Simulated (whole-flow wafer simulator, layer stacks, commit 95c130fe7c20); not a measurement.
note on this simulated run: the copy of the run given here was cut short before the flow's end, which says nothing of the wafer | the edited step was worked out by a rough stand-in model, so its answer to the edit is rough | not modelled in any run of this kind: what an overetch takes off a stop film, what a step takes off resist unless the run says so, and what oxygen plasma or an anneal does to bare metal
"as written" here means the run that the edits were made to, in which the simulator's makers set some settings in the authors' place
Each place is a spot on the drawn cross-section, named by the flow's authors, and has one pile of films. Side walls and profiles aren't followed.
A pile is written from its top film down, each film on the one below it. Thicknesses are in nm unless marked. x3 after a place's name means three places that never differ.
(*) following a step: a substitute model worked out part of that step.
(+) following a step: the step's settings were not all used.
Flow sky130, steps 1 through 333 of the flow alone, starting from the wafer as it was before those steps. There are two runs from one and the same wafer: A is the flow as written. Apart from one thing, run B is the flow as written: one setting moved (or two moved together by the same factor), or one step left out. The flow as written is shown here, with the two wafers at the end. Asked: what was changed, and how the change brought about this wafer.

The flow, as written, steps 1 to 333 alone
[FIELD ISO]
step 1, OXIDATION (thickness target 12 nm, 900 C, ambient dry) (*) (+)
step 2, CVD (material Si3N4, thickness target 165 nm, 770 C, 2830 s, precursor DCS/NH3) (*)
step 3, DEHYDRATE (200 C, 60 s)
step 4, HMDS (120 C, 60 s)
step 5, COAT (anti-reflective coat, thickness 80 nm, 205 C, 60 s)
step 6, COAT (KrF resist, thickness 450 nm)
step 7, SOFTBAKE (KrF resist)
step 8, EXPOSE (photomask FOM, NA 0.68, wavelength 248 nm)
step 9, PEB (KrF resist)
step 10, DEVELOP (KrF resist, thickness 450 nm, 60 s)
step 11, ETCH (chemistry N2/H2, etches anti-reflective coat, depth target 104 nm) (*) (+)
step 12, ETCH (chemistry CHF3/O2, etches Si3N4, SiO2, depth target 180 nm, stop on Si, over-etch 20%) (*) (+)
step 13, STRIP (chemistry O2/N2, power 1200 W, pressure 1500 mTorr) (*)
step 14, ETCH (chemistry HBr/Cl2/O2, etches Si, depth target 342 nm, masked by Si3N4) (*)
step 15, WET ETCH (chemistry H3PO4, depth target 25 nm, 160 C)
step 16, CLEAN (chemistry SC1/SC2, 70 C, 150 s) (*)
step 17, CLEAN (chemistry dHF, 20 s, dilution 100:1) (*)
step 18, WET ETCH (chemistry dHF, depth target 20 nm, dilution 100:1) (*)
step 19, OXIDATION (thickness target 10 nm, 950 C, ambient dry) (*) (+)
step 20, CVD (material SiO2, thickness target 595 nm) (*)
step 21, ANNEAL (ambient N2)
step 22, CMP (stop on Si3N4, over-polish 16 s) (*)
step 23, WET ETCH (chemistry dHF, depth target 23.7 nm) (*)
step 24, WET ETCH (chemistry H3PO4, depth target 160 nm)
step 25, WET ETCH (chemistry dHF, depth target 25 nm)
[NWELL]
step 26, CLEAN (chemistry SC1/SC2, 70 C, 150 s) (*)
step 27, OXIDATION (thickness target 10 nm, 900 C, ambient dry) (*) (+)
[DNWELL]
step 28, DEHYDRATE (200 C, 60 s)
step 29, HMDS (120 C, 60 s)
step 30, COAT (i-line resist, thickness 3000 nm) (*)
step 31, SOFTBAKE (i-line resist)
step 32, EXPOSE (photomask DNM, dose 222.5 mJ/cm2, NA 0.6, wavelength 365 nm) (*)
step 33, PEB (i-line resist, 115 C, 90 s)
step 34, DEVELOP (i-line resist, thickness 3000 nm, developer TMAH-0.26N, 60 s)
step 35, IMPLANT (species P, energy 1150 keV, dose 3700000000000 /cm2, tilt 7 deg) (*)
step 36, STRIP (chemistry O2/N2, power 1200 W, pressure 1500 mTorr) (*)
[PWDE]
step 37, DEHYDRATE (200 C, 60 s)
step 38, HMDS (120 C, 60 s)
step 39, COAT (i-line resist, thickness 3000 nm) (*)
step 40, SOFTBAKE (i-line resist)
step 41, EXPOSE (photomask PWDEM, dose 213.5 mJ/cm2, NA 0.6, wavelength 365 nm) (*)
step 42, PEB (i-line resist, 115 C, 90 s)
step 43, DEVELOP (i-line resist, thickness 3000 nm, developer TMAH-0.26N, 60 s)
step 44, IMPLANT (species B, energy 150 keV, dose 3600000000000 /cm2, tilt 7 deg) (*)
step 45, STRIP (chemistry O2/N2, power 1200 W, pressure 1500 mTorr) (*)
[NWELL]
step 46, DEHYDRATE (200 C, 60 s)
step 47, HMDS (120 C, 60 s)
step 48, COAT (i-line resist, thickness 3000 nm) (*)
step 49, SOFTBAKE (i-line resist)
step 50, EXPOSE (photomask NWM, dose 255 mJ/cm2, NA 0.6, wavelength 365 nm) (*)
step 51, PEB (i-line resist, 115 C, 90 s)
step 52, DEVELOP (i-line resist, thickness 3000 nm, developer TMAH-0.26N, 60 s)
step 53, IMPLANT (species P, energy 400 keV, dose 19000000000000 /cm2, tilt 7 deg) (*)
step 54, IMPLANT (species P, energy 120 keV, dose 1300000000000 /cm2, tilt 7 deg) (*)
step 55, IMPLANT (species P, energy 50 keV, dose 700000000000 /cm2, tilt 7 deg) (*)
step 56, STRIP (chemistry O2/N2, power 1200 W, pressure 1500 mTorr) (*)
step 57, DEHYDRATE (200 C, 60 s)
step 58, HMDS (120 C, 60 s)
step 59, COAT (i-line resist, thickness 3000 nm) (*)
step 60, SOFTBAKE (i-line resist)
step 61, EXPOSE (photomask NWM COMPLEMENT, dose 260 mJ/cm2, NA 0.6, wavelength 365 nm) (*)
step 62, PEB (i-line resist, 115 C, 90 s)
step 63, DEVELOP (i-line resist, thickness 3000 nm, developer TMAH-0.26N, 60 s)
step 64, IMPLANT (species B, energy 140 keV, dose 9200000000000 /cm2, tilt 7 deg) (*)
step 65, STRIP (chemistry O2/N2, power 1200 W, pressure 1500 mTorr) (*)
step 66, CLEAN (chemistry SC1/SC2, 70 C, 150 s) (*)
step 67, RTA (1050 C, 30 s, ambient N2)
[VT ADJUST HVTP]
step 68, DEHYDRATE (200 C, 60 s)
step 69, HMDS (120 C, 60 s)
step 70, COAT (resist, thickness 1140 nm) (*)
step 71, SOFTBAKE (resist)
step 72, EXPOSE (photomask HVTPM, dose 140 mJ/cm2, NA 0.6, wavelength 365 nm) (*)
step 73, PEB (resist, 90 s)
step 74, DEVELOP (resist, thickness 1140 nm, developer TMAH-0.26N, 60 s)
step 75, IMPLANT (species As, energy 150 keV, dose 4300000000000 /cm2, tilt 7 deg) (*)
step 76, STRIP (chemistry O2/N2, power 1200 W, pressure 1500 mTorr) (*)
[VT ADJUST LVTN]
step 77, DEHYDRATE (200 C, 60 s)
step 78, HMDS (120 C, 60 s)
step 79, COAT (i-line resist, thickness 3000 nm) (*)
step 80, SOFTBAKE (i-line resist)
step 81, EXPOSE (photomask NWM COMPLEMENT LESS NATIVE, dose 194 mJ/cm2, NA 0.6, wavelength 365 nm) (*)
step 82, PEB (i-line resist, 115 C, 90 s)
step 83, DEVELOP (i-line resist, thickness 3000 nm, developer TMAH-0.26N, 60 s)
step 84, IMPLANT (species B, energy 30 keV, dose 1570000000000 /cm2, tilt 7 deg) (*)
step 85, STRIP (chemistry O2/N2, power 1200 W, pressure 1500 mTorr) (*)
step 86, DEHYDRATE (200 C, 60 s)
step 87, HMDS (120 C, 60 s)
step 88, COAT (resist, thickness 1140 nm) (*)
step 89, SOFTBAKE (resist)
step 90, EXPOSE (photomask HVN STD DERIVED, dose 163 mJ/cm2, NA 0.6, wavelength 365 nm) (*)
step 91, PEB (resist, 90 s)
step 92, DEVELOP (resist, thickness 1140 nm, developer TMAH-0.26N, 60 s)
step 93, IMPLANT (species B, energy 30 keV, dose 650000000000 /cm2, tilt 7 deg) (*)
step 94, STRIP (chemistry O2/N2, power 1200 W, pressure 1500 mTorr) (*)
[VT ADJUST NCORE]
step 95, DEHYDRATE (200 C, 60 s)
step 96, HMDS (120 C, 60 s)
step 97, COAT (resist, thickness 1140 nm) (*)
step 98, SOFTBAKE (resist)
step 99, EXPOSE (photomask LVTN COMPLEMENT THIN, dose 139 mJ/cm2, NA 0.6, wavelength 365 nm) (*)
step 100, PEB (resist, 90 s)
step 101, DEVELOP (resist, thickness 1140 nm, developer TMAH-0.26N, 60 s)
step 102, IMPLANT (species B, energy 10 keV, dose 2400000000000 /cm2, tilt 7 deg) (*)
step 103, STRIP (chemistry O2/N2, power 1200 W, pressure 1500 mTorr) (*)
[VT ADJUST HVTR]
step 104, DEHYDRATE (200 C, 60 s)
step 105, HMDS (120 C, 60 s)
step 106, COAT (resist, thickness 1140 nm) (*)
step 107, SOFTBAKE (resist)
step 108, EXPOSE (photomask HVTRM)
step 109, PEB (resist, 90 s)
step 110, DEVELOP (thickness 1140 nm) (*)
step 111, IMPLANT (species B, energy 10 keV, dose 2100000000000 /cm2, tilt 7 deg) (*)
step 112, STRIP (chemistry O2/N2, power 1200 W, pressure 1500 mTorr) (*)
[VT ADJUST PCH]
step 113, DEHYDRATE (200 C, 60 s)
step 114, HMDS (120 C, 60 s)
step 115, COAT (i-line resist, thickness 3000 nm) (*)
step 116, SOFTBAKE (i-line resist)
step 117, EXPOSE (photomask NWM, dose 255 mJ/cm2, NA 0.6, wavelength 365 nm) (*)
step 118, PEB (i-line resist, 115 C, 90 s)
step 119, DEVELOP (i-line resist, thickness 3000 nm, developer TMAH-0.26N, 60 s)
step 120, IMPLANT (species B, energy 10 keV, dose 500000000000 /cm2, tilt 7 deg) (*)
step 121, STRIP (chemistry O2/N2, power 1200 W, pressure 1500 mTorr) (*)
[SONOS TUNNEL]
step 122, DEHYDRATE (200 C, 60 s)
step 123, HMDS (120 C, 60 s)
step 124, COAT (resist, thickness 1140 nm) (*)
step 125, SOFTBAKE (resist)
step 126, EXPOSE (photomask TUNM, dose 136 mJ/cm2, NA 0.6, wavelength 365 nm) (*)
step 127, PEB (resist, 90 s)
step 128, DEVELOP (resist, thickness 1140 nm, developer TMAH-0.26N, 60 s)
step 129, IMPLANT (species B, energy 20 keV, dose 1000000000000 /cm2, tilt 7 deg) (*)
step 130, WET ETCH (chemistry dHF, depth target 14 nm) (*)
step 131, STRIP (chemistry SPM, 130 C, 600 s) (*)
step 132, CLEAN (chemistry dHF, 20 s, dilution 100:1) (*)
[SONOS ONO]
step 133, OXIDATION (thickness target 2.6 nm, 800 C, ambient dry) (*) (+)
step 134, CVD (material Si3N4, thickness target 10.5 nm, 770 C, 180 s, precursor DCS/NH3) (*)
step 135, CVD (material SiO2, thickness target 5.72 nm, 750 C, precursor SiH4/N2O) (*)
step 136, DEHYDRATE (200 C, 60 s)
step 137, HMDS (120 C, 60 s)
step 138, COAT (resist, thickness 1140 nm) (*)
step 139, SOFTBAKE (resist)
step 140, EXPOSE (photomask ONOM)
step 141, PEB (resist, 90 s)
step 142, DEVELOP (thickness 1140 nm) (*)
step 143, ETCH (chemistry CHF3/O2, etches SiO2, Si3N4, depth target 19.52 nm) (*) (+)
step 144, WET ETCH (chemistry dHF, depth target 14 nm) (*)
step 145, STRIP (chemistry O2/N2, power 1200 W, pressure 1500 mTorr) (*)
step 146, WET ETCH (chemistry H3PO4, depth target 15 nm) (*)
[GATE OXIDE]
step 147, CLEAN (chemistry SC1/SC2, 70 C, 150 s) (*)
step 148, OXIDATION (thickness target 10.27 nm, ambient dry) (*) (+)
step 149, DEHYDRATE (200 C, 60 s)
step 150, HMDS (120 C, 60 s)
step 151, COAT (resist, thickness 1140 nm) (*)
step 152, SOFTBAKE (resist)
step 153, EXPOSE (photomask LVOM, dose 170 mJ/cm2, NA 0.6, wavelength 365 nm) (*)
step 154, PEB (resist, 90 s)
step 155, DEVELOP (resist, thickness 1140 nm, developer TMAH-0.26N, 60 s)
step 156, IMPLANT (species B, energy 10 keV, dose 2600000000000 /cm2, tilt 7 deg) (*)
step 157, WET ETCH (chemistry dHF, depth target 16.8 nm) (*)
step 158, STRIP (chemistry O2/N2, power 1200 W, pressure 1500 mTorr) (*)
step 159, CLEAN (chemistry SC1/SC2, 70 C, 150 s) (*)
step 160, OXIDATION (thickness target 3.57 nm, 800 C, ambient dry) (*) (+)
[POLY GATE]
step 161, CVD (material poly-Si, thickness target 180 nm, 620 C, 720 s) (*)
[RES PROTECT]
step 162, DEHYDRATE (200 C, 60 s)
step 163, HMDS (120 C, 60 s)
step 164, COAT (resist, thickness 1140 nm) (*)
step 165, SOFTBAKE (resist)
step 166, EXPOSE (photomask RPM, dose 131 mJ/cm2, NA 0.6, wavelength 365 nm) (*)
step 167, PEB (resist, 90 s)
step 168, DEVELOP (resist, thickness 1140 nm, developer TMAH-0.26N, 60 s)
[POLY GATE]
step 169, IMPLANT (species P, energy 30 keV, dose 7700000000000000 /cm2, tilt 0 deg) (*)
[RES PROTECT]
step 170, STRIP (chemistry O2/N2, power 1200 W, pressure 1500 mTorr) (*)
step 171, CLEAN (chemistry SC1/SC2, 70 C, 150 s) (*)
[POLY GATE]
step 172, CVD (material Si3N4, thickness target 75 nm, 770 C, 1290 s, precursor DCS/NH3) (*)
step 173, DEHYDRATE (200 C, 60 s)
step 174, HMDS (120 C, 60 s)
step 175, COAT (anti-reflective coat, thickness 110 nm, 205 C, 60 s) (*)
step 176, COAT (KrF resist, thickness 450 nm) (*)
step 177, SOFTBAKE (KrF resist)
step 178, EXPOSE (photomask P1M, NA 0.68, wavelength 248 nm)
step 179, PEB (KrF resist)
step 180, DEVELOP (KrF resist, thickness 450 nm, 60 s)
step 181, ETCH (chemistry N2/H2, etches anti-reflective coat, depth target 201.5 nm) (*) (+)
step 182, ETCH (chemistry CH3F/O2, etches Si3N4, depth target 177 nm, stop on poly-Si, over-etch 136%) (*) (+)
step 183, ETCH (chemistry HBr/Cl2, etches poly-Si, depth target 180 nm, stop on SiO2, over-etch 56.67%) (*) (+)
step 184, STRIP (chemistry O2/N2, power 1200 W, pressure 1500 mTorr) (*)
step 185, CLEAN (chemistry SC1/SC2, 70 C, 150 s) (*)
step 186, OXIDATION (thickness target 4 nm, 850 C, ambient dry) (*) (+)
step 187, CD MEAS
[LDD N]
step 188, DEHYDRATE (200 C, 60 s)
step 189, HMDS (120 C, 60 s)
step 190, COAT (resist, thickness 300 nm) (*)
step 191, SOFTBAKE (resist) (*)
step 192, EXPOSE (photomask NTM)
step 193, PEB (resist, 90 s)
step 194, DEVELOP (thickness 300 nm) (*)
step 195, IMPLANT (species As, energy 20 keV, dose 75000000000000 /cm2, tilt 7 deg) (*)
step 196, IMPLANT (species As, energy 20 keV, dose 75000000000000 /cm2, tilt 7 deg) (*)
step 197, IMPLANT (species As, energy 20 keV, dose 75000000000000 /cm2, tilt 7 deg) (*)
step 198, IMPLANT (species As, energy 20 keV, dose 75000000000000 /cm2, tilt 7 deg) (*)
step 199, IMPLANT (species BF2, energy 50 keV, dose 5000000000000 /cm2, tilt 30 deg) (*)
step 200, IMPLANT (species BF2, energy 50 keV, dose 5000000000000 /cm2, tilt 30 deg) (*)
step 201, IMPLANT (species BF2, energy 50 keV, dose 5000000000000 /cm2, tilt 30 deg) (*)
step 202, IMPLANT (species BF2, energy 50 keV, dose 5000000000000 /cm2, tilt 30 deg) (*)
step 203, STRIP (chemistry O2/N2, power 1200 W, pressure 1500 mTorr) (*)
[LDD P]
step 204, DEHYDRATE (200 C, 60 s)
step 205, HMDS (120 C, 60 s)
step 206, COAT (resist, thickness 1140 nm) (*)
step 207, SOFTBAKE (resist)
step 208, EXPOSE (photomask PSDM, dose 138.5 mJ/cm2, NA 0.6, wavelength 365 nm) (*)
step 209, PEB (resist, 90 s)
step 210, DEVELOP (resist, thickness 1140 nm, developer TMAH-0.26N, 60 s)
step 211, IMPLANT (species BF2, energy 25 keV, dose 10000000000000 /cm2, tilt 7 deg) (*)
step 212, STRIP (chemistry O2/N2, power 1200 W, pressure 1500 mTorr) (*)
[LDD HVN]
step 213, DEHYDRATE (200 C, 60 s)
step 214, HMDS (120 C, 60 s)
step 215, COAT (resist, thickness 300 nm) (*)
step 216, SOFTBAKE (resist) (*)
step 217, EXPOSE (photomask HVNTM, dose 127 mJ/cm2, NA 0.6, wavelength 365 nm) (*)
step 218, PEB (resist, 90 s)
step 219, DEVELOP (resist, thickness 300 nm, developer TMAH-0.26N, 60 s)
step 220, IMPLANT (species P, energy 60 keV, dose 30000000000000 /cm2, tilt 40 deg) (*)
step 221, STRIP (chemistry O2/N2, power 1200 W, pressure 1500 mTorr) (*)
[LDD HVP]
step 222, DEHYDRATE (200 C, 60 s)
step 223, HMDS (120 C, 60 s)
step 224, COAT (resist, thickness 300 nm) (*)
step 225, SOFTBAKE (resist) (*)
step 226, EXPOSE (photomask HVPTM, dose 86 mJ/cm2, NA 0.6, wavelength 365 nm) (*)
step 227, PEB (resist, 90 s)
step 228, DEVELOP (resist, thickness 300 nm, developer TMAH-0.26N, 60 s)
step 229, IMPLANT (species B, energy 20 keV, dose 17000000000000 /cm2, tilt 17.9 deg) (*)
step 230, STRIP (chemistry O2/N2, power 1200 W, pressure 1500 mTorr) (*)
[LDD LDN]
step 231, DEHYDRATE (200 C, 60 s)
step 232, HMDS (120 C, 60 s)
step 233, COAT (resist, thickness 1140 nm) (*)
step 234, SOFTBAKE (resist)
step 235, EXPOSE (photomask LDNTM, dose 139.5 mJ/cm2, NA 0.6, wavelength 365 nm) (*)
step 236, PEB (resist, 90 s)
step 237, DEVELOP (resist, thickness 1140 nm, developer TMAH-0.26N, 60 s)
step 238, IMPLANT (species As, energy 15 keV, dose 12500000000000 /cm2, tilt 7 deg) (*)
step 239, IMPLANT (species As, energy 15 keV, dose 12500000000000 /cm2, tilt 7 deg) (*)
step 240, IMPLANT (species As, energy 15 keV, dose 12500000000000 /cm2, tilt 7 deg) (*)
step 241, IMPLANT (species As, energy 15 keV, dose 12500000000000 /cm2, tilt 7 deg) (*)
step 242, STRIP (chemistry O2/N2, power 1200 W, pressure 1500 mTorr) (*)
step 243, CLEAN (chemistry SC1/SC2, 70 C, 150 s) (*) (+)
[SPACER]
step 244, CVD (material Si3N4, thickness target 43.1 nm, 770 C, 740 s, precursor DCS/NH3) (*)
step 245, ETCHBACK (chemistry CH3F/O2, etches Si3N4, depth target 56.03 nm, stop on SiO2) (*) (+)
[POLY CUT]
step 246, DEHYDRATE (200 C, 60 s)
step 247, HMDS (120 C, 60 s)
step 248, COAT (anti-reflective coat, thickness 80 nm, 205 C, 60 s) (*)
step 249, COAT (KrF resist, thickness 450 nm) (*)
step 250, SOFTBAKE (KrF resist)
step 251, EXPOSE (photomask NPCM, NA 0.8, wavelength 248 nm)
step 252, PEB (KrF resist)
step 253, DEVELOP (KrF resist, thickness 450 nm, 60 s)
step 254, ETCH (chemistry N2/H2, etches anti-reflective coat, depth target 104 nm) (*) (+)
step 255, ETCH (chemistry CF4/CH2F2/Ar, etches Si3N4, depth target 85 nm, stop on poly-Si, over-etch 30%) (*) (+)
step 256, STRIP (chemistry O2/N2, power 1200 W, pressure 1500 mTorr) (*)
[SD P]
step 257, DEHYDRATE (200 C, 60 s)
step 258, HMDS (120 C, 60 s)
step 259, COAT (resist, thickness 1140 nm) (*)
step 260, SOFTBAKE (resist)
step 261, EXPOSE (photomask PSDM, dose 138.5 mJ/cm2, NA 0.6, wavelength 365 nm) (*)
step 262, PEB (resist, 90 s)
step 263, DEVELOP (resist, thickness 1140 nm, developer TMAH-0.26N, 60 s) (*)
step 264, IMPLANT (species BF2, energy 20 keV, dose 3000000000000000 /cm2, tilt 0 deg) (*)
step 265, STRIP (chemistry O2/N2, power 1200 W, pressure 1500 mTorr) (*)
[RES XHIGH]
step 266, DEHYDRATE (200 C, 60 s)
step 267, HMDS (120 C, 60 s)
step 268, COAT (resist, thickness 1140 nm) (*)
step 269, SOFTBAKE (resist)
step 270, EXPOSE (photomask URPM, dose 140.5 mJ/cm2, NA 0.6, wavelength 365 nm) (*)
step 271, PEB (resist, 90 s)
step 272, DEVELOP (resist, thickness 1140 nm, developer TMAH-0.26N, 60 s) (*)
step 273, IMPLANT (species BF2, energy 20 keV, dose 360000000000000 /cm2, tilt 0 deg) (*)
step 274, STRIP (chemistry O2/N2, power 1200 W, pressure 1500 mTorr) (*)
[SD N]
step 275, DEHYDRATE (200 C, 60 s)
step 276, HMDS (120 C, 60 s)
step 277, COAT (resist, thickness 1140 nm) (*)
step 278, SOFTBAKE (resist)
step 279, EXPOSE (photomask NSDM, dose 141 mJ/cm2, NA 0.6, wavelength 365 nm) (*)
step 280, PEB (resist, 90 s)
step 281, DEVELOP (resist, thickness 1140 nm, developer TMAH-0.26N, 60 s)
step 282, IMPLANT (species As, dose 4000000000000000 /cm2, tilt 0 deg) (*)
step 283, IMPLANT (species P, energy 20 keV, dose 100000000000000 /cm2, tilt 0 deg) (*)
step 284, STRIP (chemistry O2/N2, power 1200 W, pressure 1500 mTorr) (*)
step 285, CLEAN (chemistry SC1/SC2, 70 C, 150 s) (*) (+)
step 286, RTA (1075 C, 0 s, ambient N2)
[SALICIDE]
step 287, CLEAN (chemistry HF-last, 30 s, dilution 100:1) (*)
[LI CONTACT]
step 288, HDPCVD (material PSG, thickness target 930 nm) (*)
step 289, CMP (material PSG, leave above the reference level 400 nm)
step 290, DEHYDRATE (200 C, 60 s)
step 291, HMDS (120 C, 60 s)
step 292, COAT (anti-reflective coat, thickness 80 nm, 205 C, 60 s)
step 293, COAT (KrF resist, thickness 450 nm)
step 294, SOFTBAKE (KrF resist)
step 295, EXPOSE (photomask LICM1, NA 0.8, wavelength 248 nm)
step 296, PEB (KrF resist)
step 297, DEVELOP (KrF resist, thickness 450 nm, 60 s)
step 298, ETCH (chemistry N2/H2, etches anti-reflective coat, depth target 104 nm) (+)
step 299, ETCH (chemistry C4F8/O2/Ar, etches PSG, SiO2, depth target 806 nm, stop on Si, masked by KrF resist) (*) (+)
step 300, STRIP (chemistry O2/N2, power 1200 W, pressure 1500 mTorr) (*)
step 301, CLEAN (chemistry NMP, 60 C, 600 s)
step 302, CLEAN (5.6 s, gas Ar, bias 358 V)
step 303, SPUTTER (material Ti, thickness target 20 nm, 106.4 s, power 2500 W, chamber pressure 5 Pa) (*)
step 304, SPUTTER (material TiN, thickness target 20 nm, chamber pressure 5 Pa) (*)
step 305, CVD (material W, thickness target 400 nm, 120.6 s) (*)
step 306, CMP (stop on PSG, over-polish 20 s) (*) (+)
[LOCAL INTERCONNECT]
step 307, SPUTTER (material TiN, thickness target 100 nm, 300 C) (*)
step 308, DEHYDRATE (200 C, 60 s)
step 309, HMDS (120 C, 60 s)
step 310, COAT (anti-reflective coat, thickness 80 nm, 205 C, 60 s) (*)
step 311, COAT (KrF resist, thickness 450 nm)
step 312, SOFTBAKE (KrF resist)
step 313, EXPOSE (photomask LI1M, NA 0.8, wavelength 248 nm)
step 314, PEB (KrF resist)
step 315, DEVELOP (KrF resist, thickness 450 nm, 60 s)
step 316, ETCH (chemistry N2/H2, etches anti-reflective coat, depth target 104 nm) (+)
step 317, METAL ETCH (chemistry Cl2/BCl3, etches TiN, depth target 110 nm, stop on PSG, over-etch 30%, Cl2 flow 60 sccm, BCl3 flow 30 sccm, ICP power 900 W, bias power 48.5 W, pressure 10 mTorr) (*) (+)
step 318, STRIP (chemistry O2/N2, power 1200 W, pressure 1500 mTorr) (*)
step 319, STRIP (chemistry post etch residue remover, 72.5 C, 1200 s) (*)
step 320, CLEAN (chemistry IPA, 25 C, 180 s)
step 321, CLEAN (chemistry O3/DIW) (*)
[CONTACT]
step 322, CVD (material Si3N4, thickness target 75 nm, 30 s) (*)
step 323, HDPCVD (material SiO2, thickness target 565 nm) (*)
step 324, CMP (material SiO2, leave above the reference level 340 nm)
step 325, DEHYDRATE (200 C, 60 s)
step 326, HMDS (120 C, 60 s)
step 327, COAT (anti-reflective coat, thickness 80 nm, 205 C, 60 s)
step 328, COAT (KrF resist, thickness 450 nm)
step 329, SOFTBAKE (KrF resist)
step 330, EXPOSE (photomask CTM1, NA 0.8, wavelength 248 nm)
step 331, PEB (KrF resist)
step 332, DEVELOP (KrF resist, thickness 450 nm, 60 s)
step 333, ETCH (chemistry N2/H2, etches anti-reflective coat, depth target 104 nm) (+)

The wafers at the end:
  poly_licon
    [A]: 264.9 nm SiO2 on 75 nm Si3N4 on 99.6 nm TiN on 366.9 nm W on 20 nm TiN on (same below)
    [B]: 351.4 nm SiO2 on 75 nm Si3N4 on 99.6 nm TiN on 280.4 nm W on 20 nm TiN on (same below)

Cause: step 305, CVD: 84.39 s was run, whereas the flow has 120.6 s.

Step by step, how the change led to this:
  step 305, CVD (material W, thickness target 400 nm, 120.6 s) (*)
      field, active, n_well and 185 more: A W gains 400 (new film) | B W gains 280.4 (new film)
      ndiff_licon: A W gains 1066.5 (new film) | B W gains 946.9 (new film)
      (also at 2 further places)
  step 306, CMP (stop on PSG, over-polish 20 s) (*) (+)
      poly_licon: A W loses 33.1 | B nothing
      field, active, n_well and 184 more: A W loses 400 (all of it), TiN loses 20 (all of it), Ti loses 20 (all of it), PSG loses 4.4 | B W loses 280.4 (all of it), TiN loses 20 (all of it), Ti loses 20 (all of it), PSG loses 4.4
      (also at 3 further places)
  step 310, COAT (anti-reflective coat, thickness 80 nm, 205 C, 60 s) (*)
      poly_licon: A anti-reflective coat gains 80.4 (new film) | B anti-reflective coat gains 166.9 (new film)
  step 318, STRIP (chemistry O2/N2, power 1200 W, pressure 1500 mTorr) (*)
      poly_licon: A KrF resist loses 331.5 (all of it), anti-reflective coat loses 80.4 (all of it) | B KrF resist loses 331.5 (all of it), anti-reflective coat loses 166.9 (all of it)
  step 324, CMP (material SiO2, leave above the reference level 340 nm)
      poly_licon: A SiO2 loses 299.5 | B SiO2 loses 213
